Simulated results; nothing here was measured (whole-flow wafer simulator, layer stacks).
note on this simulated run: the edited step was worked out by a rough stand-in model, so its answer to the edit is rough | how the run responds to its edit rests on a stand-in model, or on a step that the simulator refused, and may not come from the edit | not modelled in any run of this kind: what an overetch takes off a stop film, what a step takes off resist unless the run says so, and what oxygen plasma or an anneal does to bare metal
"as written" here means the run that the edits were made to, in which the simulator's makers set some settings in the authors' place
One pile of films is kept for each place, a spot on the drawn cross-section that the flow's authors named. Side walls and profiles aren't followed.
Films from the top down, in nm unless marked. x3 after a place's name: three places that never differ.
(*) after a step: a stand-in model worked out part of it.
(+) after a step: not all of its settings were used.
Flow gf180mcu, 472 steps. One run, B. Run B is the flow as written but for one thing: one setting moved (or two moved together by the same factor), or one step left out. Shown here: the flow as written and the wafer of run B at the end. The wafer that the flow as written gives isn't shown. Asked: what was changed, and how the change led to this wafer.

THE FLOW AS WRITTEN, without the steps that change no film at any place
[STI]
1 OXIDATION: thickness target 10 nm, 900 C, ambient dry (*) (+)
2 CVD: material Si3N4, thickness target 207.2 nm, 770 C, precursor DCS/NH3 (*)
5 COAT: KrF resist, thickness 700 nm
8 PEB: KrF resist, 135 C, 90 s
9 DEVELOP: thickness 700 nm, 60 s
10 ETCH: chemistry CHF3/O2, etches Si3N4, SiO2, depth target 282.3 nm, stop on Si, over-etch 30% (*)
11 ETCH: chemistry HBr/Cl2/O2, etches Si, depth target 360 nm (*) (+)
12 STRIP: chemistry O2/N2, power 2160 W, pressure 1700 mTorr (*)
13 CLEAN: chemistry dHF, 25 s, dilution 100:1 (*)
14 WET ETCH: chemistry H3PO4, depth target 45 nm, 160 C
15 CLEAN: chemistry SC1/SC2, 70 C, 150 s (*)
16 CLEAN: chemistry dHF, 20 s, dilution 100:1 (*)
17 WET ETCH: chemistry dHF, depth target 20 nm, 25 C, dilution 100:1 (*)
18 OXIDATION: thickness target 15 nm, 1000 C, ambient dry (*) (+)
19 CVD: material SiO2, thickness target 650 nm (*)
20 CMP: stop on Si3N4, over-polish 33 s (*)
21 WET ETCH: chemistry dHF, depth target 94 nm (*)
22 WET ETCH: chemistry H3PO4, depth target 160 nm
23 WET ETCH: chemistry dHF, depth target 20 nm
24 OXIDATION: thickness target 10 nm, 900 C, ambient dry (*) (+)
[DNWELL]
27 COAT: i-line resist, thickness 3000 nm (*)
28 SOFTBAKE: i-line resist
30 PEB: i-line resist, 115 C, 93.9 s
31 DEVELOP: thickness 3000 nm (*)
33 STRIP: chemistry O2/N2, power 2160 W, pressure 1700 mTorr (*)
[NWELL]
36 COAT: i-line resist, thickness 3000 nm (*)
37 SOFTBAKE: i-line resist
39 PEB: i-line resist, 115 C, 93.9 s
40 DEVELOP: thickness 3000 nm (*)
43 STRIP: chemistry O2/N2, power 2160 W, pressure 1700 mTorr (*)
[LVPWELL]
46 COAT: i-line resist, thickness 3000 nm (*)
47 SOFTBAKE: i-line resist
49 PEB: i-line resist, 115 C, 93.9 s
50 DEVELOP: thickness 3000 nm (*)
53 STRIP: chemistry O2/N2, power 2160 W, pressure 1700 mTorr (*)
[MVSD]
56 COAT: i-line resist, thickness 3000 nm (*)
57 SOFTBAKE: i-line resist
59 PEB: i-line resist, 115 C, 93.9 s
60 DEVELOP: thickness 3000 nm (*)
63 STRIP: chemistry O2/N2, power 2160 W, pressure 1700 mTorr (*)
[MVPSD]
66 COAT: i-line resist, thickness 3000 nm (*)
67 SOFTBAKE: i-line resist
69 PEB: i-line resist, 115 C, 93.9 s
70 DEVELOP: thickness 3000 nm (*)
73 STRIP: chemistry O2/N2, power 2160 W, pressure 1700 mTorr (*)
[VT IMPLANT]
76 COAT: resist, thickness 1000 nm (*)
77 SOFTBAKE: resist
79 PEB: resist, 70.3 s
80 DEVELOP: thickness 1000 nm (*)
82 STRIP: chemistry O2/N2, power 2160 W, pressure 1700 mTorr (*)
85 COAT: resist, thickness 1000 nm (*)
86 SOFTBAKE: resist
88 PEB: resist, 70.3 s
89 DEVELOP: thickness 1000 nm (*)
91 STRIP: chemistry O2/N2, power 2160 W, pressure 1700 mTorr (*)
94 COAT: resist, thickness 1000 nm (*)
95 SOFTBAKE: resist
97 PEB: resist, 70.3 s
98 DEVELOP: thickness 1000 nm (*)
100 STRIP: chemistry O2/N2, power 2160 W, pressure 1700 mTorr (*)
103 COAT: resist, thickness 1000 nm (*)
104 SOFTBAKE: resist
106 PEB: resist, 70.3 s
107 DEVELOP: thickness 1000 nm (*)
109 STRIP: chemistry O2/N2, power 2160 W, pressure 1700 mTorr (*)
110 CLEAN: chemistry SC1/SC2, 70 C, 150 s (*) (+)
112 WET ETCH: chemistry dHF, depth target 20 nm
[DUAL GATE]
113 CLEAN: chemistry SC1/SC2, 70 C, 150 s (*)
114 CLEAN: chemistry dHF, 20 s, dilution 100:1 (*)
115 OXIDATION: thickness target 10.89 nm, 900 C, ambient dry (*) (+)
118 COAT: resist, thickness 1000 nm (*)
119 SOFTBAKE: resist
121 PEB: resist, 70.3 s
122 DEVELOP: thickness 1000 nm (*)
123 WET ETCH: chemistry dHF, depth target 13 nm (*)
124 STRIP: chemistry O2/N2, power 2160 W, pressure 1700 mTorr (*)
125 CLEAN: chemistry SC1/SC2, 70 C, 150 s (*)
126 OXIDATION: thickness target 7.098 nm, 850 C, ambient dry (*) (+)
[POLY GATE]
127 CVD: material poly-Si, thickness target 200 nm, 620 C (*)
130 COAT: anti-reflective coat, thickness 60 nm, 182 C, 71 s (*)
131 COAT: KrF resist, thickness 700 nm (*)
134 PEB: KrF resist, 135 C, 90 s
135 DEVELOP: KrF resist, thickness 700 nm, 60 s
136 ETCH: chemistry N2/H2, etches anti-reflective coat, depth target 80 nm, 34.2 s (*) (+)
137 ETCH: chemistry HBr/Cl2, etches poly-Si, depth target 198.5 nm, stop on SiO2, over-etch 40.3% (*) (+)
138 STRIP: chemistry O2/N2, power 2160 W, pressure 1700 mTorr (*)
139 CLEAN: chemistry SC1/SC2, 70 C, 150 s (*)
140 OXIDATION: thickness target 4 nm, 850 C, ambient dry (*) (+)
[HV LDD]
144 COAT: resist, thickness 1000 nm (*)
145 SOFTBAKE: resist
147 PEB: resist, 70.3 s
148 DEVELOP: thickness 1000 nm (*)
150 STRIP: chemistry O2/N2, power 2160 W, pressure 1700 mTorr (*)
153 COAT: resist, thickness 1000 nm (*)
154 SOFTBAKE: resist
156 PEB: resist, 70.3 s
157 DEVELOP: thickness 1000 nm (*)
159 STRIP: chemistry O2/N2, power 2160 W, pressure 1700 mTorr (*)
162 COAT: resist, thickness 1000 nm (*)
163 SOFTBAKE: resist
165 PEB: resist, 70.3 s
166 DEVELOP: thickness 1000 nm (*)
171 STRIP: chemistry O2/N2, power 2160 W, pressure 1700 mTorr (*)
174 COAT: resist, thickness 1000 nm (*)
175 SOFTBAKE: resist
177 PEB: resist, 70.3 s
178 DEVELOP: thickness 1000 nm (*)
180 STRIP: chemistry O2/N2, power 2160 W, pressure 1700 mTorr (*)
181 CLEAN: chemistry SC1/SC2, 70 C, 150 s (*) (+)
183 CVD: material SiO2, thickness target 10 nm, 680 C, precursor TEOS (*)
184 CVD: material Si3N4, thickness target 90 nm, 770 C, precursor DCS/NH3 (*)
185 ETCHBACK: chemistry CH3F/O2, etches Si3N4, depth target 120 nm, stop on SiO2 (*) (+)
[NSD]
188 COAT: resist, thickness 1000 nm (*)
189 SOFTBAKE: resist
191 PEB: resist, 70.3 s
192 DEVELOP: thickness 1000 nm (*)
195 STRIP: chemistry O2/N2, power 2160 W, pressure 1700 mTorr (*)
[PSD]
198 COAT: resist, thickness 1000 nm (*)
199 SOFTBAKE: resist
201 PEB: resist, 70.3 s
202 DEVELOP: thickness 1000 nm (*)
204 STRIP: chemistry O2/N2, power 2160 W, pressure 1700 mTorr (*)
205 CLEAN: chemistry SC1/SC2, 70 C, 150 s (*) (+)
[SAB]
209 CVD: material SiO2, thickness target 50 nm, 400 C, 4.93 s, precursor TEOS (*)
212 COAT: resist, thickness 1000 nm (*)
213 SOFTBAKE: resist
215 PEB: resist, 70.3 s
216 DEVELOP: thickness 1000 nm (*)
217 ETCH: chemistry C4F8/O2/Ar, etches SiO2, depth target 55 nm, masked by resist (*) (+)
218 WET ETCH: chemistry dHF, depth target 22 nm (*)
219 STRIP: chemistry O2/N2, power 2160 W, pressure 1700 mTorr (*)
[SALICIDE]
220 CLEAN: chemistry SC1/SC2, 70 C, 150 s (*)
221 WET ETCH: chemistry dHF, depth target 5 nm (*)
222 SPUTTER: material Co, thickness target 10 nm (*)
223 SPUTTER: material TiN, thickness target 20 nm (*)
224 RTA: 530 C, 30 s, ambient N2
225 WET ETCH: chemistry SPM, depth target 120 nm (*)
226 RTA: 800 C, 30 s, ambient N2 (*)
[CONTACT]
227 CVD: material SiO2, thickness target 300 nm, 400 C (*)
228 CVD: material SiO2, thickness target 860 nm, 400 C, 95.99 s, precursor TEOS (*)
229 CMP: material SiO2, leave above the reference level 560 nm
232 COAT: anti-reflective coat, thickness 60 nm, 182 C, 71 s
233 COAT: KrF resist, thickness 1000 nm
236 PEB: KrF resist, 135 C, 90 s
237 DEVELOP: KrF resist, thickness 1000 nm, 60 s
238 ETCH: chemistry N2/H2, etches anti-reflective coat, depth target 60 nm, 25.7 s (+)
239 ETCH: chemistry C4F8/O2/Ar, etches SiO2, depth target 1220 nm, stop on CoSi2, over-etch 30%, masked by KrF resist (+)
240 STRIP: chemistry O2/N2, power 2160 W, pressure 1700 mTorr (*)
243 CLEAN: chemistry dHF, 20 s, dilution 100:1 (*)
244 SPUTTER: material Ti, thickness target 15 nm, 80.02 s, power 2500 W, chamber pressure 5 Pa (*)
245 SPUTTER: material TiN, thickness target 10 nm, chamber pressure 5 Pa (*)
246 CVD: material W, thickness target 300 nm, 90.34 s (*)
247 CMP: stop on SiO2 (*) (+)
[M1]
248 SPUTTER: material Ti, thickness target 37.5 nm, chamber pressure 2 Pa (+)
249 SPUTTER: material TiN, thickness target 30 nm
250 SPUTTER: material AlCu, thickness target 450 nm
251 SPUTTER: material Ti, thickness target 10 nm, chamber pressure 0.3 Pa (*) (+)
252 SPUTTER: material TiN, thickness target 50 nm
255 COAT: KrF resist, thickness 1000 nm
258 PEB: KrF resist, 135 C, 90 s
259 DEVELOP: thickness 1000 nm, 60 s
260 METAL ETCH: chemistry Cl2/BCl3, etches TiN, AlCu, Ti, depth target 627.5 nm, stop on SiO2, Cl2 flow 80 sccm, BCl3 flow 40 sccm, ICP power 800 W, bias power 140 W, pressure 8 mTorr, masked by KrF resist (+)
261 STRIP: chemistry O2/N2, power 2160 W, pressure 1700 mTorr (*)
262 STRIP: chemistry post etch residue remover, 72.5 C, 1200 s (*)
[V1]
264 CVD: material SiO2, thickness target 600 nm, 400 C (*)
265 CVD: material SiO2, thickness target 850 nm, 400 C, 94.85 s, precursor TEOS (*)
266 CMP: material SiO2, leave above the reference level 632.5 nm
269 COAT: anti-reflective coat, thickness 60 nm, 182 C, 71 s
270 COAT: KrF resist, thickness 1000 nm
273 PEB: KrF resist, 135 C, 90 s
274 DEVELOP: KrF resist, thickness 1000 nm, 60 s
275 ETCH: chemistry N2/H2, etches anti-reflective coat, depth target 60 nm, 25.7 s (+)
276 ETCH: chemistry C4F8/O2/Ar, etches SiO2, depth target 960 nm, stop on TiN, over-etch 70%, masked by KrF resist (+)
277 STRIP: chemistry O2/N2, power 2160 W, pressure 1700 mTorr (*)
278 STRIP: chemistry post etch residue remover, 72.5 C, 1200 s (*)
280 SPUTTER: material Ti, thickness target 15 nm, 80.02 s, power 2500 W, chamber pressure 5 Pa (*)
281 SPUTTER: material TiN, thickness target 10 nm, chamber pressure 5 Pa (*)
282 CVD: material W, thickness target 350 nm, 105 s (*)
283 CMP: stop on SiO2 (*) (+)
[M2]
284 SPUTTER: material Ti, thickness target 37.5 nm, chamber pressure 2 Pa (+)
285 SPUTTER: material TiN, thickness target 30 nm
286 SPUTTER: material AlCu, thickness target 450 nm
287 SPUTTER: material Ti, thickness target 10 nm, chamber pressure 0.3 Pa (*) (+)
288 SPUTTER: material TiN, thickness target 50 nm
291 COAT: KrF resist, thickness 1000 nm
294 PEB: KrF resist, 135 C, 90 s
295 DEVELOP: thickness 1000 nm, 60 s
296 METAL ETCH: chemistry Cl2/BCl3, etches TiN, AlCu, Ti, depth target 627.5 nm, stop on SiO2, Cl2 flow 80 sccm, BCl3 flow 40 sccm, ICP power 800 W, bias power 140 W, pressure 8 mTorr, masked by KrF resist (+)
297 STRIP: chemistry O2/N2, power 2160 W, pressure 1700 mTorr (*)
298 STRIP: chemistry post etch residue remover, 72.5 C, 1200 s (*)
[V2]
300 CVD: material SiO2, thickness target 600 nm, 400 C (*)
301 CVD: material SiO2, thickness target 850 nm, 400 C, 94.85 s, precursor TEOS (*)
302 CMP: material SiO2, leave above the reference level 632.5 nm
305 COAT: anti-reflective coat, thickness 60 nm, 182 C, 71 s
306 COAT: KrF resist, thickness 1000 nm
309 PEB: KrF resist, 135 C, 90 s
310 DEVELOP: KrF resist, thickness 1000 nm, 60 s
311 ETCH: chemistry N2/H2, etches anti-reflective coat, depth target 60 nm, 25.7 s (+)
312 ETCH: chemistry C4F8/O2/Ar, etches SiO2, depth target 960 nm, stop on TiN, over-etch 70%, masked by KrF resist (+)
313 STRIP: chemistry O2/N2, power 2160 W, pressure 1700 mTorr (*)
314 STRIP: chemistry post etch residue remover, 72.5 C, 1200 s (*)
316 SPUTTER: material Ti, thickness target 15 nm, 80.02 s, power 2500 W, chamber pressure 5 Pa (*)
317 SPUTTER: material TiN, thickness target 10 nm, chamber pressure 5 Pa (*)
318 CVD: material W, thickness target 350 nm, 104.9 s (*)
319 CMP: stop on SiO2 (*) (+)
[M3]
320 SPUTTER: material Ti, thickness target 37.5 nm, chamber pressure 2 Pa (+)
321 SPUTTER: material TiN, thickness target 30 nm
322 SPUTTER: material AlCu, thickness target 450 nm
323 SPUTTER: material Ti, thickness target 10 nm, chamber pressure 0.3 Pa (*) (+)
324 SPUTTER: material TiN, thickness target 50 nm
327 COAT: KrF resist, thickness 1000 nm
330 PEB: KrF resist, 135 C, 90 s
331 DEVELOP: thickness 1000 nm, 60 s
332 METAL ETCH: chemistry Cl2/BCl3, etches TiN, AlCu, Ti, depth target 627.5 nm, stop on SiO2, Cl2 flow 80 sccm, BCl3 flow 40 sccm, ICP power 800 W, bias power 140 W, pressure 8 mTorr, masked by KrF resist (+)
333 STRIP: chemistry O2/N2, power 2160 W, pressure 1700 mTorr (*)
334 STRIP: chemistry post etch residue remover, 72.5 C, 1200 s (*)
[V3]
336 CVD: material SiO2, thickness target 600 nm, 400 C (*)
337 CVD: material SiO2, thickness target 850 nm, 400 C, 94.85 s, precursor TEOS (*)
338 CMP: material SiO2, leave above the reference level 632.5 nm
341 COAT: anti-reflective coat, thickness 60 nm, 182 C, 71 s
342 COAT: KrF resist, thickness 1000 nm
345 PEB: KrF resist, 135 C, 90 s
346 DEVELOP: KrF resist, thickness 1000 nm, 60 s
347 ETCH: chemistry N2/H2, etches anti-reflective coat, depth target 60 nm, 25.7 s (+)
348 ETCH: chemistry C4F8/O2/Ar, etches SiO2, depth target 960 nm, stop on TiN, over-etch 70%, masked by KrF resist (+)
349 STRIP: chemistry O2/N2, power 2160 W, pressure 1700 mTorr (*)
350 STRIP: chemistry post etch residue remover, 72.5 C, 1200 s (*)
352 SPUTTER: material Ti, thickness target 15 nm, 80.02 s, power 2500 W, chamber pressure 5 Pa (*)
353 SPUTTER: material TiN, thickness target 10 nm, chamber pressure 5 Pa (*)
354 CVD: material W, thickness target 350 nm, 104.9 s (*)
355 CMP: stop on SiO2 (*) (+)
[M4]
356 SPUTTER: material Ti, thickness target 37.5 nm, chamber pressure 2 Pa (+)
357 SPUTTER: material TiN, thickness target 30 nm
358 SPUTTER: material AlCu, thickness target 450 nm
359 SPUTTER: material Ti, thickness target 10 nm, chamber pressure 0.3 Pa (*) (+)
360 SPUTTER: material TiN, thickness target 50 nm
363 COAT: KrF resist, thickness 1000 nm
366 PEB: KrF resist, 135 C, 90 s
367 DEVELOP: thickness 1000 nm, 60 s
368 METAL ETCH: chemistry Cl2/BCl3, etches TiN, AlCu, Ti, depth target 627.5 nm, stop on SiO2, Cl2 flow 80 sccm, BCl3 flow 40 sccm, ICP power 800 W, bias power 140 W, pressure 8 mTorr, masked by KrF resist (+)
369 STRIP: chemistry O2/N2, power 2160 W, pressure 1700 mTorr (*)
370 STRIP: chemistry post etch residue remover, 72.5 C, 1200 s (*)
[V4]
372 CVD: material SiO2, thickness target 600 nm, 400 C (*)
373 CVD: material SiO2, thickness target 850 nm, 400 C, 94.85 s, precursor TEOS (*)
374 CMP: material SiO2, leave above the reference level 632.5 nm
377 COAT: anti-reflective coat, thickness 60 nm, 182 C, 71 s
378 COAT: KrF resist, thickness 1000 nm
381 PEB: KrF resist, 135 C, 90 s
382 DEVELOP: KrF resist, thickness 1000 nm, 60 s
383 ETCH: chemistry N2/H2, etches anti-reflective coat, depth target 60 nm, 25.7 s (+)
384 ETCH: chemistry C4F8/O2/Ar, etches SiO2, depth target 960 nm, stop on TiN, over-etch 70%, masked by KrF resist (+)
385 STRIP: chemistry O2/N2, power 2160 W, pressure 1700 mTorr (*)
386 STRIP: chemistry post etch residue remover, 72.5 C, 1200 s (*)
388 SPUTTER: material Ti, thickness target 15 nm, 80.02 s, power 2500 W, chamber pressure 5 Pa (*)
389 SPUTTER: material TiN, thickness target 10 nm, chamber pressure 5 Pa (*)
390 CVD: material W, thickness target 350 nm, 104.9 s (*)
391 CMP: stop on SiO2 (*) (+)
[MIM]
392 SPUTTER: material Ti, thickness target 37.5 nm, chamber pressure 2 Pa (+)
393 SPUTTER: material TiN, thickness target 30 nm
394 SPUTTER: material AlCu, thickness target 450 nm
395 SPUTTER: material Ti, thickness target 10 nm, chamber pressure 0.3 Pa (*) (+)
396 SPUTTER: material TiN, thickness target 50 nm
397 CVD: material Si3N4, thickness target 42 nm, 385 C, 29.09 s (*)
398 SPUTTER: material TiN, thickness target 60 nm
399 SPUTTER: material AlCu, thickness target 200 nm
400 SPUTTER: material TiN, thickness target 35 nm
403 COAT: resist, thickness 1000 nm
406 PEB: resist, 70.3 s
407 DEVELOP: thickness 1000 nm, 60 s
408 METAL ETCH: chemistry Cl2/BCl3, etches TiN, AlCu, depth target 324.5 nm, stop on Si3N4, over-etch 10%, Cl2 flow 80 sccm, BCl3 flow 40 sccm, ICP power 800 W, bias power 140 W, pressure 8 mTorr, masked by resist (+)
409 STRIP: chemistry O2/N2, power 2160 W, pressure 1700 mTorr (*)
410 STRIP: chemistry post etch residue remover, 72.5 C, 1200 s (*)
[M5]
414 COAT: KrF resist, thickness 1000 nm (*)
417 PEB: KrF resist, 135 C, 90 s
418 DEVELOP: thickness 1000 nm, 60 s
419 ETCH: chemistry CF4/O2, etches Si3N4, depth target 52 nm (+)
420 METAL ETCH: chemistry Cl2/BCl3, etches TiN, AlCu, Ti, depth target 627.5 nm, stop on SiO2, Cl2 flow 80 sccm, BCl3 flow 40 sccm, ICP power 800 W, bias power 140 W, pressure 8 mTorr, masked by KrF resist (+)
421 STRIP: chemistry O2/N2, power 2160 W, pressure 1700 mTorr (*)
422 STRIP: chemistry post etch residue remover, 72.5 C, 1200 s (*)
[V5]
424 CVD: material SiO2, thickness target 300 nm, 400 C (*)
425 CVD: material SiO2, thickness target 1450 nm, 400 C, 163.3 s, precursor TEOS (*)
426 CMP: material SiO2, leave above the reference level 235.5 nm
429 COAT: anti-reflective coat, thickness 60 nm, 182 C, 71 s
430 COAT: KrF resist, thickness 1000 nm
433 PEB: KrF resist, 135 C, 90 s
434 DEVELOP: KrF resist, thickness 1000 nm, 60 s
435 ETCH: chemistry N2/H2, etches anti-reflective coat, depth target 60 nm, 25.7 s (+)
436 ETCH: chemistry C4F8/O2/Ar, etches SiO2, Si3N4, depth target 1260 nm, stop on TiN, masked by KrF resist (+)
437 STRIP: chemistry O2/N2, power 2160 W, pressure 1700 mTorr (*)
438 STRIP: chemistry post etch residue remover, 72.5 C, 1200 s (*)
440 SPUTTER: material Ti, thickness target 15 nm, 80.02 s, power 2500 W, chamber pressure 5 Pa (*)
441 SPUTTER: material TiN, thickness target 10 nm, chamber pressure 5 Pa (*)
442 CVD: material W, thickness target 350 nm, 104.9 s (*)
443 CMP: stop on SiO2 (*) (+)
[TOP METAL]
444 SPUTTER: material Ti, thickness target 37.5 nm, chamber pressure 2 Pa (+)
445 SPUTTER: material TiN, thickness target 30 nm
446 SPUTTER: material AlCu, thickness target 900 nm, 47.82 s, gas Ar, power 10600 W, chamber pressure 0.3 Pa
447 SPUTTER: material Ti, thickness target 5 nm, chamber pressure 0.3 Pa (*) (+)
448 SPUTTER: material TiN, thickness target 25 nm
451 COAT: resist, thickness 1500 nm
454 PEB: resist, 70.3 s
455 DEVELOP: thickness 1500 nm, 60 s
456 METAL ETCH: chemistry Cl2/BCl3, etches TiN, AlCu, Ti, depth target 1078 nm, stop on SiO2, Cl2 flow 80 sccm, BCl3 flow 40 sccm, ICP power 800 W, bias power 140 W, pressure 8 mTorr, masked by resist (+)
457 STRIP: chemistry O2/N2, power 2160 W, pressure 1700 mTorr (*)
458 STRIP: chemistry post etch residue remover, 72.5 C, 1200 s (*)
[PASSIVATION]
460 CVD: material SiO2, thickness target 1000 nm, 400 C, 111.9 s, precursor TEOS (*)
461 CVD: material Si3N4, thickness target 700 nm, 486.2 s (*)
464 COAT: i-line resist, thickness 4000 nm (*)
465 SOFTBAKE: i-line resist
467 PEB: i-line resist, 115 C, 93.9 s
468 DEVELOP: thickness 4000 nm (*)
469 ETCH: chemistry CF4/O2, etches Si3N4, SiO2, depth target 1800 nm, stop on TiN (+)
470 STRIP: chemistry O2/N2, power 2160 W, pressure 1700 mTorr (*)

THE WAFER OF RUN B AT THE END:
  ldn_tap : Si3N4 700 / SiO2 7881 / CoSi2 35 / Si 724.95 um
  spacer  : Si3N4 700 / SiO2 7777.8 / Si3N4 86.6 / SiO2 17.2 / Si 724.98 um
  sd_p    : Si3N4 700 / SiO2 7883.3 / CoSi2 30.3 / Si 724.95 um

The cause: step 209, CVD: thickness target 79.5 nm was run, where the flow has thickness target 50 nm; step 209, CVD: 7.839 s was run, where the flow has 4.93 s.

How the change led to this, step by step:
  209 CVD: material SiO2, thickness target 50 nm, 400 C, 4.93 s, precursor TEOS (*)
      field, field__w7, field__w8 and 73 more: SiO2 +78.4 (as written it would be: SiO2 +50)
      field_sub__w1, field_sub__w3, field_sub__w4, field_sub__w5, ld_drift_n, nplus_u: SiO2 +76.7 (as written it would be: SiO2 +48.9)
      (and at 27 more places)
  217 ETCH: chemistry C4F8/O2/Ar, etches SiO2, depth target 55 nm, masked by resist (*) (+)
      spacer: SiO2 -55 (as written it would be: SiO2 -50 (all of it), Si3N4 -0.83)
  218 WET ETCH: chemistry dHF, depth target 22 nm (*)
      ldn_tap, ldn_src, ldn_drn, ldp_tap, ldp_src, ldp_drn, ldp_gr: SiO2 -41.2 (as written it would be: SiO2 -16 (all of it))
      ld_drn_n, ld_sd_p: SiO2 -39.8 (as written it would be: SiO2 -14.8 (all of it))
      (and at 91 more places)
  219 STRIP: chemistry O2/N2, power 2160 W, pressure 1700 mTorr (*)
      active_hv, active_nat, ld_sd_n and 11 more: nothing (as written it would be: chemical SiO2 +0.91 (new film), Si -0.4)
  221 WET ETCH: chemistry dHF, depth target 5 nm (*)
      ldn_tap, ldn_src, ldn_drn, ldp_tap, ldp_src, ldp_drn, ldp_gr: SiO2 -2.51 (as written it would be: chemical SiO2 -0.76 (all of it))
      active_hv: SiO2 -2.49 (all of it) (as written it would be: chemical SiO2 -0.76 (all of it))
      (and at 6 more places)
  223 SPUTTER: material TiN, thickness target 20 nm (*)
      field__w12: TiN +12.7 (new film) (as written it would be: TiN +12 (new film))
      sd_p: TiN +17 (new film) (as written it would be: TiN +17.9 (new film))
      (and at 1 more place)
  224 RTA: 530 C, 30 s, ambient N2
      sd_p: under 1 film: CoSi +17.2 (new film), Co -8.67 (all of it), Si -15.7 (as written it would be: under 1 film: CoSi +18.1 (new film), Co -9.09 (all of it), Si -16.5)
  225 WET ETCH: chemistry SPM, depth target 120 nm (*)
      field__w12: TiN -12.7 (all of it), Co -6.46 (all of it) (as written it would be: TiN -12 (all of it), Co -6.15 (all of it))
      sd_p: TiN -17 (all of it) (as written it would be: TiN -17.9 (all of it))
      (and at 1 more place)
  226 RTA: 800 C, 30 s, ambient N2 (*)
      sd_p: CoSi2 +30.3 (new film), CoSi -17.2 (all of it), Si -15.7 (as written it would be: CoSi2 +31.8 (new film), CoSi -18.1 (all of it), Si -16.5)
  229 CMP: material SiO2, leave above the reference level 560 nm
      ldn_sep__w1, ldn_sep__w2, ldn_dft and 8 more: SiO2 -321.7 (as written it would be: SiO2 -311)
      sti, mim_1p0, pad, dice_street, iso_nw_fld, iso_fld_sub: SiO2 -307.5 (as written it would be: SiO2 -296.8)
      (and at 45 more places)
